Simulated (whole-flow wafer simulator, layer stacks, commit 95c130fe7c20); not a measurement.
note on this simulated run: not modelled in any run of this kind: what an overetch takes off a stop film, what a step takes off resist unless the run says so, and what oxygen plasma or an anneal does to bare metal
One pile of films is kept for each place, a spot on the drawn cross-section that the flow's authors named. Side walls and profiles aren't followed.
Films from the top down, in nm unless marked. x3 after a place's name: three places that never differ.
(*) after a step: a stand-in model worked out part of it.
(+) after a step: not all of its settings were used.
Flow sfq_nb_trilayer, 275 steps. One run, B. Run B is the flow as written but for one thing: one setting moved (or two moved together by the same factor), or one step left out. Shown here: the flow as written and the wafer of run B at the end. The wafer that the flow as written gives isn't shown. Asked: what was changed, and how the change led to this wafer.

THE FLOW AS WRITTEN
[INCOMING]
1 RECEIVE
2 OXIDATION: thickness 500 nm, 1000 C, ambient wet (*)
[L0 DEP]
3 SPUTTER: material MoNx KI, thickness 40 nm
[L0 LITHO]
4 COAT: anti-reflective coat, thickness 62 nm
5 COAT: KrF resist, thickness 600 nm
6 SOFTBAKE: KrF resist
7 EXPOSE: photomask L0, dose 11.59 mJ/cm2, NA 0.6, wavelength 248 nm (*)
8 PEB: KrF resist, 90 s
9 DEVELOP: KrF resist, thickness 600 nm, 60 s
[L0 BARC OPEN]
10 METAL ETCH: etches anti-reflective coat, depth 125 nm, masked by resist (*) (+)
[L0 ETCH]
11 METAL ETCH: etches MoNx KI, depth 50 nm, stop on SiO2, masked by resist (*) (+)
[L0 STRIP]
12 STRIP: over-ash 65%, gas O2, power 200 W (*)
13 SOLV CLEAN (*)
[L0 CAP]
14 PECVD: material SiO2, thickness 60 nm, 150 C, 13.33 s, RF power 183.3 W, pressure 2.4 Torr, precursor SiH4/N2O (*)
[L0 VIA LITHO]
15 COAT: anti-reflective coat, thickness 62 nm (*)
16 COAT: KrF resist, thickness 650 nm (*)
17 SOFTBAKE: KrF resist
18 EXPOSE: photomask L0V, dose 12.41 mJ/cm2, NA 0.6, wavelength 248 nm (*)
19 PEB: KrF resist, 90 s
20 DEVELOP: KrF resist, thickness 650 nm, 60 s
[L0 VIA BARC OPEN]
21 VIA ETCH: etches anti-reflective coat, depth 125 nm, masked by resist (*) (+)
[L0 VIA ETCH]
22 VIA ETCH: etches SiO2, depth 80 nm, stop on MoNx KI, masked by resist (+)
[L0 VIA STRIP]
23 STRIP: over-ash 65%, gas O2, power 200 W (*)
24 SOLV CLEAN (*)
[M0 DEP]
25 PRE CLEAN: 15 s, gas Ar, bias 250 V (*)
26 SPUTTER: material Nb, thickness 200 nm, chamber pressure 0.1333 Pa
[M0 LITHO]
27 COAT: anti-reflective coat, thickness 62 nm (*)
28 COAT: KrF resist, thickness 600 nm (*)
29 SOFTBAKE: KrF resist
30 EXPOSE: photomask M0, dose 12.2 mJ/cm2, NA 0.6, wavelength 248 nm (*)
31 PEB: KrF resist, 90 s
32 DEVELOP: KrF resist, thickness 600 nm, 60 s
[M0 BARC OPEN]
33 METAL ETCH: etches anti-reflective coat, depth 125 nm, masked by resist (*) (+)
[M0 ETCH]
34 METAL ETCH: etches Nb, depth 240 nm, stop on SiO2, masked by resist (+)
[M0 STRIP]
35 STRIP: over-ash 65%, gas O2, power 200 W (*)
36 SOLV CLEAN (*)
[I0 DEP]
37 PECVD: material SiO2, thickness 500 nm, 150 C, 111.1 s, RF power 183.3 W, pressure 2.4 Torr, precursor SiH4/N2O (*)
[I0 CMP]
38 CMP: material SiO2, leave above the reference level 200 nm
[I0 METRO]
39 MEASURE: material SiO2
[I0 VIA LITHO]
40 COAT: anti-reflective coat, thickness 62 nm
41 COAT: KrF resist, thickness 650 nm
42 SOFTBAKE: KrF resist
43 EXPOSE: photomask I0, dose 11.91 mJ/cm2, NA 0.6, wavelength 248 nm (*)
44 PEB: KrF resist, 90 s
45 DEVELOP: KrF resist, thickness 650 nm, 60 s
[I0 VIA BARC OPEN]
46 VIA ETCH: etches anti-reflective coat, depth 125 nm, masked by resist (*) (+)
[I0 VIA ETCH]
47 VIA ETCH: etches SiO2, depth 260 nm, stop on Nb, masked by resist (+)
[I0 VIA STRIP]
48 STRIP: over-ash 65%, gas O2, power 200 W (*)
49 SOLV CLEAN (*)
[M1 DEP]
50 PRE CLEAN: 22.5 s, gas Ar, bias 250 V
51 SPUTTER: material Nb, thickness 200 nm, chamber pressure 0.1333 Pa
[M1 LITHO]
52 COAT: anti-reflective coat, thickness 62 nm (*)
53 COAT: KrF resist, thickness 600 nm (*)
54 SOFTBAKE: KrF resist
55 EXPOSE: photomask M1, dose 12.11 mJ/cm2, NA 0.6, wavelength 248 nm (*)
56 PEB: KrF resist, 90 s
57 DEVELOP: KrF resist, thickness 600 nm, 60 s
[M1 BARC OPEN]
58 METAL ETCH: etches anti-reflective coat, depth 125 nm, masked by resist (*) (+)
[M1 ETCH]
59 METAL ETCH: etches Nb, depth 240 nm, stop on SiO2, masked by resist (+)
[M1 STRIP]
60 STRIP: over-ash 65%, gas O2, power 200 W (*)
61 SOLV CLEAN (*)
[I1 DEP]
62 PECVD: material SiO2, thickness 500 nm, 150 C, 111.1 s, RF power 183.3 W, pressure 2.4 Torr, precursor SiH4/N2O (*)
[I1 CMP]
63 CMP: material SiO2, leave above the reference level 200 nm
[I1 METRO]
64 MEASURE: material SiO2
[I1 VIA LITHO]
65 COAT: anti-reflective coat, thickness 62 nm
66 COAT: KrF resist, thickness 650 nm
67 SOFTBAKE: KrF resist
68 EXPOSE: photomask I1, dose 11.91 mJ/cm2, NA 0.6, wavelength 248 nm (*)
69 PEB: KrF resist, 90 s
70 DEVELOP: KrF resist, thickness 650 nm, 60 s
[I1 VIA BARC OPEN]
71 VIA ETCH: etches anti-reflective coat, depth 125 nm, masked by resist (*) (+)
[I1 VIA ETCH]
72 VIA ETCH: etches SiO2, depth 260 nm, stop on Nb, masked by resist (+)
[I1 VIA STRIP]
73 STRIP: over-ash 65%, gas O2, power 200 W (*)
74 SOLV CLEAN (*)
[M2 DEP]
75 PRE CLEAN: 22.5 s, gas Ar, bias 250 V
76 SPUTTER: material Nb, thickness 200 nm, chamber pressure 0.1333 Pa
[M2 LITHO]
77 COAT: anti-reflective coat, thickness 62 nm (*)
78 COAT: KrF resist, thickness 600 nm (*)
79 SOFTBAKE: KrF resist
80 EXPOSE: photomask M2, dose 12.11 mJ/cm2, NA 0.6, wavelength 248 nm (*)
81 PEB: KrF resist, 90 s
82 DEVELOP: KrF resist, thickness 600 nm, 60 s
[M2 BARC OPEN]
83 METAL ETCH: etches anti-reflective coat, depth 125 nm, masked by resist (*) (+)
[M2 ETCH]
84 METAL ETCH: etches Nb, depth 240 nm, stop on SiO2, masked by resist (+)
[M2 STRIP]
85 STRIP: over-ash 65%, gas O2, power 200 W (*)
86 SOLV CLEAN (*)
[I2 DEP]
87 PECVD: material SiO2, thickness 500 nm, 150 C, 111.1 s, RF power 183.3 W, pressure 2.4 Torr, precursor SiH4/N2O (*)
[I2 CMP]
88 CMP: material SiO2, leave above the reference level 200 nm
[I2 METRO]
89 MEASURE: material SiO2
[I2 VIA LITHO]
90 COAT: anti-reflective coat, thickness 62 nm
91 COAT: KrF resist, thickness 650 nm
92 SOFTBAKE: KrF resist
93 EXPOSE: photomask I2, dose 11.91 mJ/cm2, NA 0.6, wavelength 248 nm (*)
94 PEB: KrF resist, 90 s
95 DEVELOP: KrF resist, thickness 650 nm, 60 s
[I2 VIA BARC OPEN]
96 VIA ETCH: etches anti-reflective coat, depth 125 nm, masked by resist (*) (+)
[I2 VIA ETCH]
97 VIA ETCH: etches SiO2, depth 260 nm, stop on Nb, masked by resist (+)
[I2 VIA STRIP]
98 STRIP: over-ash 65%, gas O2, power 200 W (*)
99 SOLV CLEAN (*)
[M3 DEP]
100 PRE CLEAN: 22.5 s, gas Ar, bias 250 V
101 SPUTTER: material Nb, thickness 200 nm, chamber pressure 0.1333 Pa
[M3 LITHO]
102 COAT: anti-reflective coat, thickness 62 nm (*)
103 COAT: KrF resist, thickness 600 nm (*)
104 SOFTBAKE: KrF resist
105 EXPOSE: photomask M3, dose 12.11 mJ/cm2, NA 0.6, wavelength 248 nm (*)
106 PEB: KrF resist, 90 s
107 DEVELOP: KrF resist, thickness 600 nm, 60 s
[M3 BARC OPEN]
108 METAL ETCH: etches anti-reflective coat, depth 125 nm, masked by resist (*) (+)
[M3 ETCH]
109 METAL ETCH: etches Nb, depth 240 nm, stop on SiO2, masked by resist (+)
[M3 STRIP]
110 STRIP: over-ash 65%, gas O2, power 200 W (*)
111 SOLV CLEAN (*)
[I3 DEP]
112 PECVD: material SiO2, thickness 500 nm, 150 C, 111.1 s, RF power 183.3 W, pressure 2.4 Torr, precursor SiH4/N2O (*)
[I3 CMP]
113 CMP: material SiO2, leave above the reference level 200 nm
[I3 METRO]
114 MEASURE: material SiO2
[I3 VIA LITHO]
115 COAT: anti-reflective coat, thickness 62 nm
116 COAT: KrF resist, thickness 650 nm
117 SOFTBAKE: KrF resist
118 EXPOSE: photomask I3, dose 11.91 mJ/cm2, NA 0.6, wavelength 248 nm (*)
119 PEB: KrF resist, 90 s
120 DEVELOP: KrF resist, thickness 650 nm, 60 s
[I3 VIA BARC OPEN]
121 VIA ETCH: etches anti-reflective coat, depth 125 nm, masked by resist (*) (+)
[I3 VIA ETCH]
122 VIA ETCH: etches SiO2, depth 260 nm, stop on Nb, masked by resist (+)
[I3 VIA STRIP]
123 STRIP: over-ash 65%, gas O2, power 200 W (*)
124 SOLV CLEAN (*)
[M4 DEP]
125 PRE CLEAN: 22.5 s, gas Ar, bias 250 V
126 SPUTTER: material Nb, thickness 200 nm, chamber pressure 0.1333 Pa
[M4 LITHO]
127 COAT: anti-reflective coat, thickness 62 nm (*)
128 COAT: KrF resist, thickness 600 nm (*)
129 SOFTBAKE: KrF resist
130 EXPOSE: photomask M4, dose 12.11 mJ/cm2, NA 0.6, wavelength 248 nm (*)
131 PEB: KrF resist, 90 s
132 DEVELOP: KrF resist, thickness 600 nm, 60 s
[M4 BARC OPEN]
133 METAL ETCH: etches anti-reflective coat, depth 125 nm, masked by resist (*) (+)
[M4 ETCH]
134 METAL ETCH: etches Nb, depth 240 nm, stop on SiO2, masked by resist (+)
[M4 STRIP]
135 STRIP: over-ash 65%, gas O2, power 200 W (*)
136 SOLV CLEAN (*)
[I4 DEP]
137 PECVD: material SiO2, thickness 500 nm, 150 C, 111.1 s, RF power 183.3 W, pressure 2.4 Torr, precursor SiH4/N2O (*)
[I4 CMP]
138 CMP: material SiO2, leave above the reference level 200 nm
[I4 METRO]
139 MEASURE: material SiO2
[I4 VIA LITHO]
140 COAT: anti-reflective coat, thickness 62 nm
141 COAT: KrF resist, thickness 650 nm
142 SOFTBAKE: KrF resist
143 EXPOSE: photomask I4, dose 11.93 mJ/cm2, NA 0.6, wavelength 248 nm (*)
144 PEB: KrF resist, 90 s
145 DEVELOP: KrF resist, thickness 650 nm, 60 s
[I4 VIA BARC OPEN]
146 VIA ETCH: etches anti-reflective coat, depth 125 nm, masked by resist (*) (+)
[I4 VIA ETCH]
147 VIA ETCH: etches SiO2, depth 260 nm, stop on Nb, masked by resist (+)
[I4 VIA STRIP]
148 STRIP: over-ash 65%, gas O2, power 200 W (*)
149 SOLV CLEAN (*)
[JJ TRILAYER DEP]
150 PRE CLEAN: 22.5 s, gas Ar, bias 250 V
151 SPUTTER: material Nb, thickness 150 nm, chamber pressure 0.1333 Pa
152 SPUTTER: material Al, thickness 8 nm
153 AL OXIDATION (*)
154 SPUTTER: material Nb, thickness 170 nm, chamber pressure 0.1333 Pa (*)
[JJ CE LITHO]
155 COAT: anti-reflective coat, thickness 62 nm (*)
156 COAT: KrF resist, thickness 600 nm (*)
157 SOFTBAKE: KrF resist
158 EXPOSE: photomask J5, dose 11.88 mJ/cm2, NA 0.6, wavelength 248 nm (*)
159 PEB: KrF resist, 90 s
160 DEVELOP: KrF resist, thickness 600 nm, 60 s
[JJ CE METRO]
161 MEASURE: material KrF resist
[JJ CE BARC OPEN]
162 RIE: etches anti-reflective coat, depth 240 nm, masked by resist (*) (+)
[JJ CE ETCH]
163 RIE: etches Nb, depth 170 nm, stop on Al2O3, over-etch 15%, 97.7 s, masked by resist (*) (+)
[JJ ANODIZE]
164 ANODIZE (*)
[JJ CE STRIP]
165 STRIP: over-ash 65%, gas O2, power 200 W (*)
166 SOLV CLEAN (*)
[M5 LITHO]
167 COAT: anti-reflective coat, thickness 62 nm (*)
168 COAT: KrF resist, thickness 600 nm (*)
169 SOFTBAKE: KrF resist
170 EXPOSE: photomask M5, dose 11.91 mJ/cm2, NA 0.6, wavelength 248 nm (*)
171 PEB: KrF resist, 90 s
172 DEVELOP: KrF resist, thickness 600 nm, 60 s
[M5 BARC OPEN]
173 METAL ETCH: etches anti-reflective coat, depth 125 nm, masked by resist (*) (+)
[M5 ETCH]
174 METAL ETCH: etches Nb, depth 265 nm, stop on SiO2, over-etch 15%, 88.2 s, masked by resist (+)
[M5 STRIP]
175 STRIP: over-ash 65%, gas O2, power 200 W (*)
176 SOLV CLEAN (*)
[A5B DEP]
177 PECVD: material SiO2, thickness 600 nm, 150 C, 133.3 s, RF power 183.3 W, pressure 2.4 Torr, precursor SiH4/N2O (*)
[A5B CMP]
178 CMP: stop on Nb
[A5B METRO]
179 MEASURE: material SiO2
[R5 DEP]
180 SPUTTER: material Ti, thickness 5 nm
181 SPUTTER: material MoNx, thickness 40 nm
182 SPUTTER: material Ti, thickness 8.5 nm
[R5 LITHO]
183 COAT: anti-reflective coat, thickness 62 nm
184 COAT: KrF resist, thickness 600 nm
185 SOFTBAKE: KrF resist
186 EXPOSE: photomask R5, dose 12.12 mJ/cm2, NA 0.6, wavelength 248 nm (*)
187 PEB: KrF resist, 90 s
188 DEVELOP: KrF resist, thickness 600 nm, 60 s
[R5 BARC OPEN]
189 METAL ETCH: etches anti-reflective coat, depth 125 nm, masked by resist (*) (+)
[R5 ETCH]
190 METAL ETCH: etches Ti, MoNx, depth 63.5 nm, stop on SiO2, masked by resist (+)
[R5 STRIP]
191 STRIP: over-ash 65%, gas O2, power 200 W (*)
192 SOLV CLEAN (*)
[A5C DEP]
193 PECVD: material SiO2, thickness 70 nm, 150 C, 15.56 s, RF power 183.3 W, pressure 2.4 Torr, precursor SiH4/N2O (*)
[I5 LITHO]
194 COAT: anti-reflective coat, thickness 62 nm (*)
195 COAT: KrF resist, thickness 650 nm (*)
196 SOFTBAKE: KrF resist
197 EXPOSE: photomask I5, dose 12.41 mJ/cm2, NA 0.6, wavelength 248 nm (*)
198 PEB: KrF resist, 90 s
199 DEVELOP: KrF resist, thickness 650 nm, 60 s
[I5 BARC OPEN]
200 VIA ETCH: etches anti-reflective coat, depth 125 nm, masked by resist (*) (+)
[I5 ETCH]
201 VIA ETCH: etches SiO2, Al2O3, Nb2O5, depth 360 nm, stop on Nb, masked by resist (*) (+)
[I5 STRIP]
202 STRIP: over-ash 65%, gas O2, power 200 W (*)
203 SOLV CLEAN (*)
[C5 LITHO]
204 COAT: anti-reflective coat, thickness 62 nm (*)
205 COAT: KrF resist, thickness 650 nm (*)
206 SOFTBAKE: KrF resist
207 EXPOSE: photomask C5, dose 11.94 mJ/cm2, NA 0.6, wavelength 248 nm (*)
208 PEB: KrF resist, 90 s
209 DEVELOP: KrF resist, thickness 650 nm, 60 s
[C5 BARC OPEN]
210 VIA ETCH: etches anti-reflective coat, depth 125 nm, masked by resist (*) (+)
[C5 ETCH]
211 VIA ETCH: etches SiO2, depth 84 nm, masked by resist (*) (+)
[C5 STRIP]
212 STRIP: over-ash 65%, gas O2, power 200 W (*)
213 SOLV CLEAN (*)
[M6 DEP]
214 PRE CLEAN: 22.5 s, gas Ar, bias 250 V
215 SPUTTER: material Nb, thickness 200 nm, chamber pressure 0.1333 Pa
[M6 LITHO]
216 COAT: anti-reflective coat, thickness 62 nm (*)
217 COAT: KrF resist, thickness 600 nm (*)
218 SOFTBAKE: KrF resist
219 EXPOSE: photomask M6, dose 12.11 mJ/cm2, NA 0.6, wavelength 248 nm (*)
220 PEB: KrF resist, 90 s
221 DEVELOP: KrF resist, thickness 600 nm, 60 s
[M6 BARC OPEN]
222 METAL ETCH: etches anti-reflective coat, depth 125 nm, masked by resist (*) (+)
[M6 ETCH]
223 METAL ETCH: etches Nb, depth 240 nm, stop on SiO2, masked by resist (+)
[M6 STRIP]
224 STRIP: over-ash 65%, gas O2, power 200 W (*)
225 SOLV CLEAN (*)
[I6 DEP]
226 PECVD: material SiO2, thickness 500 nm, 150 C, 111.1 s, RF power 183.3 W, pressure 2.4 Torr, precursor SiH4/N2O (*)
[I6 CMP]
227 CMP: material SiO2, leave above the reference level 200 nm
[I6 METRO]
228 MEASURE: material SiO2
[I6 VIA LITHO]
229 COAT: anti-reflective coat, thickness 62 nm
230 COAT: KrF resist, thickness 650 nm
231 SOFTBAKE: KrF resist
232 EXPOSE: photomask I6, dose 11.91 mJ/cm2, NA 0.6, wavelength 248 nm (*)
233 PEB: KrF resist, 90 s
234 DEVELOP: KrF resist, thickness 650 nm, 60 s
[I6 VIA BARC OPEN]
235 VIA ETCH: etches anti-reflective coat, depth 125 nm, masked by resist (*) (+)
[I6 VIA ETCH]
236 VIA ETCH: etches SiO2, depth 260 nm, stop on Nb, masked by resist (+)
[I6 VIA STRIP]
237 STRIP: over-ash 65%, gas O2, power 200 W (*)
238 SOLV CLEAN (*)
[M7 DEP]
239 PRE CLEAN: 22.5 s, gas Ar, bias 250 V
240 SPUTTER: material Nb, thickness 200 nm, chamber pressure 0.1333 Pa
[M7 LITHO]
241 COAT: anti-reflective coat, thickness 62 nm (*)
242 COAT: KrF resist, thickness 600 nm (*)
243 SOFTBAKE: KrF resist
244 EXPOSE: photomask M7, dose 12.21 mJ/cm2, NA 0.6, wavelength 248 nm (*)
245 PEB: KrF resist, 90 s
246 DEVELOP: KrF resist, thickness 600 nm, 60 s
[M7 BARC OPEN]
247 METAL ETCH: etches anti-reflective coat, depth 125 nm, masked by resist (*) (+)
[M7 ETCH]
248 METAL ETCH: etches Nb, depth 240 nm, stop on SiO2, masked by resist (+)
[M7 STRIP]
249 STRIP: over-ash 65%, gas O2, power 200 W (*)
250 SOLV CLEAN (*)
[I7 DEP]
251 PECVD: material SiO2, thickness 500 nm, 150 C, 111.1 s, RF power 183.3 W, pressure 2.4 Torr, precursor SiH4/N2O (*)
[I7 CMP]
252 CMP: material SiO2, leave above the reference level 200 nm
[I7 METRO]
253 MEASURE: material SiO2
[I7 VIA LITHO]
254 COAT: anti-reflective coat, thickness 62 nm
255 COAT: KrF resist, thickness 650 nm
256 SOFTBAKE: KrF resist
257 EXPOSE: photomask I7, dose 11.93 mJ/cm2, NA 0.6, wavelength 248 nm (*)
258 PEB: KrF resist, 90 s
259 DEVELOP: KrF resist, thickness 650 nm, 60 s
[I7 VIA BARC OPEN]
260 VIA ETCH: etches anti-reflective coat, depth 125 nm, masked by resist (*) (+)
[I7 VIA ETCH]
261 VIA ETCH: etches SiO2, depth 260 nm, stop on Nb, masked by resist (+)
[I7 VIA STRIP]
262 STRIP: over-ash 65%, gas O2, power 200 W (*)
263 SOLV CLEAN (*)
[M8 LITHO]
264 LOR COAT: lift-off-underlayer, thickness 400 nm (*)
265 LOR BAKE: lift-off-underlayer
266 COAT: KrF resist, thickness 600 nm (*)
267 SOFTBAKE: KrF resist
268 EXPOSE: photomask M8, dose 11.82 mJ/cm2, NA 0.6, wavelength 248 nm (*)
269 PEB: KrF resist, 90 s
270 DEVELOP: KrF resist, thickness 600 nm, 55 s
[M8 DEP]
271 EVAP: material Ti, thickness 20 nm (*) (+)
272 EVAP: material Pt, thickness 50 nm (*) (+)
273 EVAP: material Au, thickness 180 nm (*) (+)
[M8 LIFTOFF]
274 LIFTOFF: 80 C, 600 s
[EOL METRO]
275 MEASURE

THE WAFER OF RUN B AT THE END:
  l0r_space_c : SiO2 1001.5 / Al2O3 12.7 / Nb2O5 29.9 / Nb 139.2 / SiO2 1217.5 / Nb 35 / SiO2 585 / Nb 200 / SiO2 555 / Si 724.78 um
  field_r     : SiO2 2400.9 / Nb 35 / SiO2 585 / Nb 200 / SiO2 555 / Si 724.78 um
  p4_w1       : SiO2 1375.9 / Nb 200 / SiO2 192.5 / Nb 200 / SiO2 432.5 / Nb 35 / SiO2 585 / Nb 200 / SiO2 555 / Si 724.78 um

The cause: step 76, SPUTTER: thickness 275 nm was run, where the flow has thickness 200 nm.

How the change led to this, step by step:
  76 SPUTTER: material Nb, thickness 200 nm, chamber pressure 0.1333 Pa
      field_l, v_sur, via_wl and 102 more: Nb +275 (new film) (as written it would be: Nb +200 (new film))
      via_v: Nb +241 (as written it would be: Nb +174.5)
  84 METAL ETCH: etches Nb, depth 240 nm, stop on SiO2, masked by resist (+)
      field_l, be, be_sur and 81 more: Nb -240 (as written it would be: Nb -200 (all of it))
  87 PECVD: material SiO2, thickness 500 nm, 150 C, 111.1 s, RF power 183.3 W, pressure 2.4 Torr, precursor SiH4/N2O (*)
      field_l, be, be_sur and 81 more: SiO2 +500 (new film) (as written it would be: SiO2 +500)
      via_v: SiO2 +590 (new film) (as written it would be: SiO2 +606 (new film))
  88 CMP: material SiO2, leave above the reference level 200 nm
      field_l, be, be_sur and 81 more: SiO2 -60 (as written it would be: SiO2 -100)
      via_v: SiO2 -157.1 (as written it would be: SiO2 -181.6)
Counting metal films that touch as one body, l0r_space_c has 3 bodies (between them, from the top down: SiO2 1217.5; SiO2 585); the flow as written gives 2 bodies (between them, from the top down: SiO2 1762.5).
Counting metal films that touch as one body, field_r has 2 bodies (between them, from the top down: SiO2 585); the flow as written gives 1 body.
Counting metal films that touch as one body, p4_w1 has 4 bodies (between them, from the top down: SiO2 192.5; SiO2 432.5; SiO2 585); the flow as written gives 3 bodies (between them, from the top down: SiO2 192.5; SiO2 977.5).
